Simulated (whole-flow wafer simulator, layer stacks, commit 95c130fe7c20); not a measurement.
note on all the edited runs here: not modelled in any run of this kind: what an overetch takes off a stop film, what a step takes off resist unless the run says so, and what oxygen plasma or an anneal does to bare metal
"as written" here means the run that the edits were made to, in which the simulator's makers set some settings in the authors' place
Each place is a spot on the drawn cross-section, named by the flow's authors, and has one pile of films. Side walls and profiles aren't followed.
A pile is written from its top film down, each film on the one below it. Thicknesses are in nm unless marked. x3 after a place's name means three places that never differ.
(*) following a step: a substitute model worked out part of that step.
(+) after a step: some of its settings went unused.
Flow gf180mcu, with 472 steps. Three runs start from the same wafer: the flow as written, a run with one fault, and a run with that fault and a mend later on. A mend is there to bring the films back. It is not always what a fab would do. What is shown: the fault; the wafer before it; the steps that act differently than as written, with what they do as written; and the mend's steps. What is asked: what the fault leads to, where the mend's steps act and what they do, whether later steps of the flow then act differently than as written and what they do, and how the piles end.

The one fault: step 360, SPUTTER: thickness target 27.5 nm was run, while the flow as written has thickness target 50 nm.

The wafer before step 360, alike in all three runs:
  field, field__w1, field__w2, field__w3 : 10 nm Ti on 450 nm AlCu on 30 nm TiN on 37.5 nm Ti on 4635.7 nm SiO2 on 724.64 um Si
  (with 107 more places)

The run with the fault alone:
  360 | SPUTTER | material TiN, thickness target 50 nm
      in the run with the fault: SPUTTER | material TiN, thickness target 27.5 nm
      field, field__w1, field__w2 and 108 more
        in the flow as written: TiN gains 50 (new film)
        in the run with the fault: TiN gains 27.5 (new film)
  Steps further on in the flow that do not act as written (2 other steps are not shown; they differ only slightly, by no more than 2% or 0.5 nm, whichever is larger):
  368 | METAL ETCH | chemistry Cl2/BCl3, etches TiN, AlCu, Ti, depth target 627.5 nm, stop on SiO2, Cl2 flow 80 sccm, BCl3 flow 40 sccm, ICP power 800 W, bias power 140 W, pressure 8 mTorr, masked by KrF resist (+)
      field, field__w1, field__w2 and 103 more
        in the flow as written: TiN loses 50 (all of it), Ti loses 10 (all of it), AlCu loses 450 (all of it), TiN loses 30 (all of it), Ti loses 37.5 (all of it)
        in the run with the fault: TiN loses 27.5 (all of it), Ti loses 10 (all of it), AlCu loses 450 (all of it), TiN loses 30 (all of it), Ti loses 37.5 (all of it)
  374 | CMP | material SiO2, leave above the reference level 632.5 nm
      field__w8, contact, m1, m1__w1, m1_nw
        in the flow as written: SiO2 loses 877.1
        in the run with the fault: SiO2 loses 854.6
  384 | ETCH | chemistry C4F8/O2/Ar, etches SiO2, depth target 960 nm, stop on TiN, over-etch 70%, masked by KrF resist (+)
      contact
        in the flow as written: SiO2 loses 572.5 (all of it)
        in the run with the fault: SiO2 loses 595 (all of it)
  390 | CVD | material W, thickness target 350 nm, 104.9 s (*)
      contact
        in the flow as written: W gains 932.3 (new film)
        in the run with the fault: W gains 955 (new film)
  By the end, the piles at field__w8, contact, m1, m1__w1, m1_nw depart from the flow's by more than 2% or 0.5 nm, whichever is larger.
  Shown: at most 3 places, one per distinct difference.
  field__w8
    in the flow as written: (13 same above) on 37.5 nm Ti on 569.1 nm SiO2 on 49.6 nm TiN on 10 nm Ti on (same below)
    in the run with the fault: (13 same above) on 37.5 nm Ti on 591.6 nm SiO2 on 27.1 nm TiN on 10 nm Ti on (same below)
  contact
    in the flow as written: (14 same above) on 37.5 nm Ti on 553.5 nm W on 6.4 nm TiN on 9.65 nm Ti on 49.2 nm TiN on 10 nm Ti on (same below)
    in the run with the fault: (14 same above) on 37.5 nm Ti on 576.2 nm W on 6.32 nm TiN on 9.53 nm Ti on 26.7 nm TiN on 10 nm Ti on (same below)

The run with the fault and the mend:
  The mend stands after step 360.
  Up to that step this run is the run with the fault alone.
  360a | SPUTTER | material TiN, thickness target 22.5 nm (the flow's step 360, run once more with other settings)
      field, field__w1, field__w2 and 108 more
        TiN gains 22.5
  Later steps of the flow that are run all act as written at every place that is followed.
  By the end, the piles equal the flow's at every place that both follow.
